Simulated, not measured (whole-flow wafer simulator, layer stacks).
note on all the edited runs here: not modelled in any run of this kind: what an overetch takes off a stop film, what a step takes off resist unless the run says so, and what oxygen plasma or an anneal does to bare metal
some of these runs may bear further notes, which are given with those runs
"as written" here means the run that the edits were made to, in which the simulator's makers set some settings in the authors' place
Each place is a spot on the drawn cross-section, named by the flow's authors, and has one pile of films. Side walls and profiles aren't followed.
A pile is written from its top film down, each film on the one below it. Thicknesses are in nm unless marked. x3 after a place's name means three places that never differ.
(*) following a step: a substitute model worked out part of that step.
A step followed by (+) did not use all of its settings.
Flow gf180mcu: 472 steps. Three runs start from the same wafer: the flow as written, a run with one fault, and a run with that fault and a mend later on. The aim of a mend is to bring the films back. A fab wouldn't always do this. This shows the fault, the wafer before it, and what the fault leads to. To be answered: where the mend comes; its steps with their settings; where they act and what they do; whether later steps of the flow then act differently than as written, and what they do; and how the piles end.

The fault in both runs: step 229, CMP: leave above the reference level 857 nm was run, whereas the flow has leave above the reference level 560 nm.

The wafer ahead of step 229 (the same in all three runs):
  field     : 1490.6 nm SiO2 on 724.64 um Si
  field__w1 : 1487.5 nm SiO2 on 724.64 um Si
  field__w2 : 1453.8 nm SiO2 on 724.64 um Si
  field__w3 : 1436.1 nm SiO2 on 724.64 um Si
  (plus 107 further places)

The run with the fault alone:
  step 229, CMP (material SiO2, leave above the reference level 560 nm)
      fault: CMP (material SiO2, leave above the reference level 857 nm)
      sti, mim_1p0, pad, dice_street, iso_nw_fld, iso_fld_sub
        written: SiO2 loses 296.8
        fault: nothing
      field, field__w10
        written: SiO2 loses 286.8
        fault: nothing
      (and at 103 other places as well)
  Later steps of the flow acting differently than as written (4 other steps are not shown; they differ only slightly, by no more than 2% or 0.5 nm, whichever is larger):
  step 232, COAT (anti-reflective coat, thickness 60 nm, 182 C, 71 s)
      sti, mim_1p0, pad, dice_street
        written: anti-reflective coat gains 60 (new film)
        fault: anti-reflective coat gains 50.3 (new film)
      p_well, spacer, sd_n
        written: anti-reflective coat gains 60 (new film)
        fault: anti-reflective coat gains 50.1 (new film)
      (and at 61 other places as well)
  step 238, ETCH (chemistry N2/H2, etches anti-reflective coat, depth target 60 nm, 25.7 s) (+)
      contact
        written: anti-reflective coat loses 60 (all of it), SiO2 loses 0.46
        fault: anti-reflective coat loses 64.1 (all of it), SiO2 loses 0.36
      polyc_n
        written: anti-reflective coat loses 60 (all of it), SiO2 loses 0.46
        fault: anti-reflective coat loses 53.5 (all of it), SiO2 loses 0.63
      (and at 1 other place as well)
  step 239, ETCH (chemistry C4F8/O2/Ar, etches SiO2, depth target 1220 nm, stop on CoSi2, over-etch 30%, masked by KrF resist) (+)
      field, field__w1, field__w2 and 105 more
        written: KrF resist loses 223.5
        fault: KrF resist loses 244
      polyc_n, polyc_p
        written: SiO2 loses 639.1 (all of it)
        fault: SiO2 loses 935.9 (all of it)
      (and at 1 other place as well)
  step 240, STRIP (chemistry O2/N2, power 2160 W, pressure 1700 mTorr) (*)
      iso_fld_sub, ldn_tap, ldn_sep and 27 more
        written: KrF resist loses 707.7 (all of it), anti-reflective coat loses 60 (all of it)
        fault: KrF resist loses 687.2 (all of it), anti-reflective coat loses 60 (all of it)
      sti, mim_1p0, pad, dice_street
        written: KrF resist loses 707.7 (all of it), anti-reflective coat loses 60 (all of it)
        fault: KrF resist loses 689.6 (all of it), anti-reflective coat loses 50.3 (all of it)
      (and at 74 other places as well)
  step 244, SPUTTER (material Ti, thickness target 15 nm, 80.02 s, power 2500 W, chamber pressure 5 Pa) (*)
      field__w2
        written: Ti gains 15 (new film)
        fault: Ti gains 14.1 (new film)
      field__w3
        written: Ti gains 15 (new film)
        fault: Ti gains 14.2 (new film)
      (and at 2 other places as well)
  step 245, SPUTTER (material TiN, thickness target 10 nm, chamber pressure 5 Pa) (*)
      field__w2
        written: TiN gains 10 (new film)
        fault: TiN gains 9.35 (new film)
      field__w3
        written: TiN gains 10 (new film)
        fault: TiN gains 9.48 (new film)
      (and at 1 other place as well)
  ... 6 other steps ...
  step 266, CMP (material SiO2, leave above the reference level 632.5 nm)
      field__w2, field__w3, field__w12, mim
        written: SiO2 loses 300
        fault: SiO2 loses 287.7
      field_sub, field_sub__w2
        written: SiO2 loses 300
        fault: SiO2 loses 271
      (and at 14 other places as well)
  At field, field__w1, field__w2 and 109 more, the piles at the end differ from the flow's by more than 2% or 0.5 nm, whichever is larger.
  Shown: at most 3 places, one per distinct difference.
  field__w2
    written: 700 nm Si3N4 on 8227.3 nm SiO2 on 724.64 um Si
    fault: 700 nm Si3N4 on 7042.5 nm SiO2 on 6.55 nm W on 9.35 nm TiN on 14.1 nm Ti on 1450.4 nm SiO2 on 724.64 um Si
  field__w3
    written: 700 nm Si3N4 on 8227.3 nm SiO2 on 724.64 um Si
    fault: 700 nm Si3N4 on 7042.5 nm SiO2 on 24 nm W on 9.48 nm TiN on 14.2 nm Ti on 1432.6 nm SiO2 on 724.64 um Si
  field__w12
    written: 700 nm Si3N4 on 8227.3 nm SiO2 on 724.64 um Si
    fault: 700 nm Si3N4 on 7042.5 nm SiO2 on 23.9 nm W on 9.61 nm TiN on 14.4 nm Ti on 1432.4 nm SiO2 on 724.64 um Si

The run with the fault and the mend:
  The mend follows step 229.
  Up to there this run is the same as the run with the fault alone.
  step 229a, CMP (material SiO2, leave above the reference level 560 nm) (the flow's step 229 again)
      field__w5, field__w9, field__w13 and 70 more
        SiO2 loses 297
      sti, mim_1p0, pad, dice_street, iso_nw_fld, iso_fld_sub
        SiO2 loses 296.8
      field, field__w10
        SiO2 loses 286.8
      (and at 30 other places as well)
  None of the later steps of the flow acts differently than as written at any place that is followed.
  By the end, the piles equal the flow's at every place that both follow.
